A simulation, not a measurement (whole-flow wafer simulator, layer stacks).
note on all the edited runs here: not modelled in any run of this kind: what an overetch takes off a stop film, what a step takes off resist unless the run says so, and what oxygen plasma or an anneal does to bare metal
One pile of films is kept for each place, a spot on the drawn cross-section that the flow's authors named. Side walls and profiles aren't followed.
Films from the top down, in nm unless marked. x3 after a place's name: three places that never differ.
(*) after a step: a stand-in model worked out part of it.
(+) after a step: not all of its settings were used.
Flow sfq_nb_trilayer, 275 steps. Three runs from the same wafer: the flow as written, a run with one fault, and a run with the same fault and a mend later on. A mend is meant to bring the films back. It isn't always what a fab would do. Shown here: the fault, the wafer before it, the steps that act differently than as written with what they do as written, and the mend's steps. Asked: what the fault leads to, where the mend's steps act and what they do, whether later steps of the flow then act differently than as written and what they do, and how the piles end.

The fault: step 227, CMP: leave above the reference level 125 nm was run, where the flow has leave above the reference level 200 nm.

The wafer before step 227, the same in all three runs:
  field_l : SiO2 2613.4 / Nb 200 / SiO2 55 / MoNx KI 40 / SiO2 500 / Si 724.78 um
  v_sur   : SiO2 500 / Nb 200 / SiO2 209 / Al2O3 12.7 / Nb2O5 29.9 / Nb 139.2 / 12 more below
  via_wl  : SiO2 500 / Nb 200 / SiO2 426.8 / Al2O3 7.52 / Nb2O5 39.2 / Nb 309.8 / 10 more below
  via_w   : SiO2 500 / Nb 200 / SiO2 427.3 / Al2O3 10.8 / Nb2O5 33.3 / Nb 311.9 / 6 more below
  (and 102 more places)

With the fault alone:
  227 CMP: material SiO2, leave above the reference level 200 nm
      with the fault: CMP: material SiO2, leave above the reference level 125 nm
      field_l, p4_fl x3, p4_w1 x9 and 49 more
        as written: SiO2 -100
        with the fault: SiO2 -175
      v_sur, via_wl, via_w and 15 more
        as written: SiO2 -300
        with the fault: SiO2 -375
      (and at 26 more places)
  Later steps of the flow that act differently than as written (3 more steps differ only slightly, by at most 2% or 0.5 nm, whichever is larger, and aren't shown):
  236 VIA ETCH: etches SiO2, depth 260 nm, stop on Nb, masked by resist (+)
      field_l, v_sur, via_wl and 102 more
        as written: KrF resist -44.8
        with the fault: KrF resist -32.3
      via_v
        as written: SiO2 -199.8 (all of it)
        with the fault: SiO2 -124.8 (all of it)
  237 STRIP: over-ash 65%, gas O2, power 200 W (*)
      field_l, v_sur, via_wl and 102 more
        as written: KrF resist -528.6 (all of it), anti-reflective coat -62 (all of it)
        with the fault: KrF resist -541.1 (all of it), anti-reflective coat -62 (all of it)
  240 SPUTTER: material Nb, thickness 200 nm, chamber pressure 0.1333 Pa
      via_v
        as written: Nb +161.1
        with the fault: Nb +179.4
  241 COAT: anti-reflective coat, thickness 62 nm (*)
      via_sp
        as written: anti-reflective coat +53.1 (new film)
        with the fault: anti-reflective coat +54.5 (new film)
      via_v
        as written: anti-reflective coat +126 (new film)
        with the fault: anti-reflective coat +108.2 (new film)
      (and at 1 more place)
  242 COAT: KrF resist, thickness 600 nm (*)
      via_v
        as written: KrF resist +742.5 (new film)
        with the fault: KrF resist +679.5 (new film)
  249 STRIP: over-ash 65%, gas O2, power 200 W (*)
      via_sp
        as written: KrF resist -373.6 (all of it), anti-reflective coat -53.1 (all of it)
        with the fault: KrF resist -378.9 (all of it), anti-reflective coat -54.5 (all of it)
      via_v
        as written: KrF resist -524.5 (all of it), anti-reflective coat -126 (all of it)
        with the fault: KrF resist -461.7 (all of it), anti-reflective coat -108.2 (all of it)
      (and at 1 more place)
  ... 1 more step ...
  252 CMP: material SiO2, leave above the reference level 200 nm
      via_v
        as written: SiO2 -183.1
        with the fault: SiO2 -157.1
  At the end the piles differ from the flow's by more than 2% or 0.5 nm, whichever is larger, at field_l, v_sur, via_wl and 103 more.
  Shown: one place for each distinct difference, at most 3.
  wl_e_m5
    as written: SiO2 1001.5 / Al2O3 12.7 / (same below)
    with the fault: SiO2 926.5 / Al2O3 12.7 / (same below)
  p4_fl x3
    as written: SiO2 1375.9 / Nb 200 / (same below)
    with the fault: SiO2 1300.9 / Nb 200 / (same below)
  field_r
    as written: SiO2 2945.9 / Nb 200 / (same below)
    with the fault: SiO2 2870.9 / Nb 200 / (same below)

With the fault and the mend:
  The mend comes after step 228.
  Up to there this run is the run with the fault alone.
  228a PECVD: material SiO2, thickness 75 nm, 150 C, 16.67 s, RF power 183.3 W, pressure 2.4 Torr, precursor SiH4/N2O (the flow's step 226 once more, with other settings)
      field_l, v_sur, via_wl and 103 more
        SiO2 +75
  No later step of the flow acts differently than as written, at any place that is followed, by more than 2% or 0.5 nm, whichever is larger.
  At the end the piles are the same as the flow's at every place that both follow.
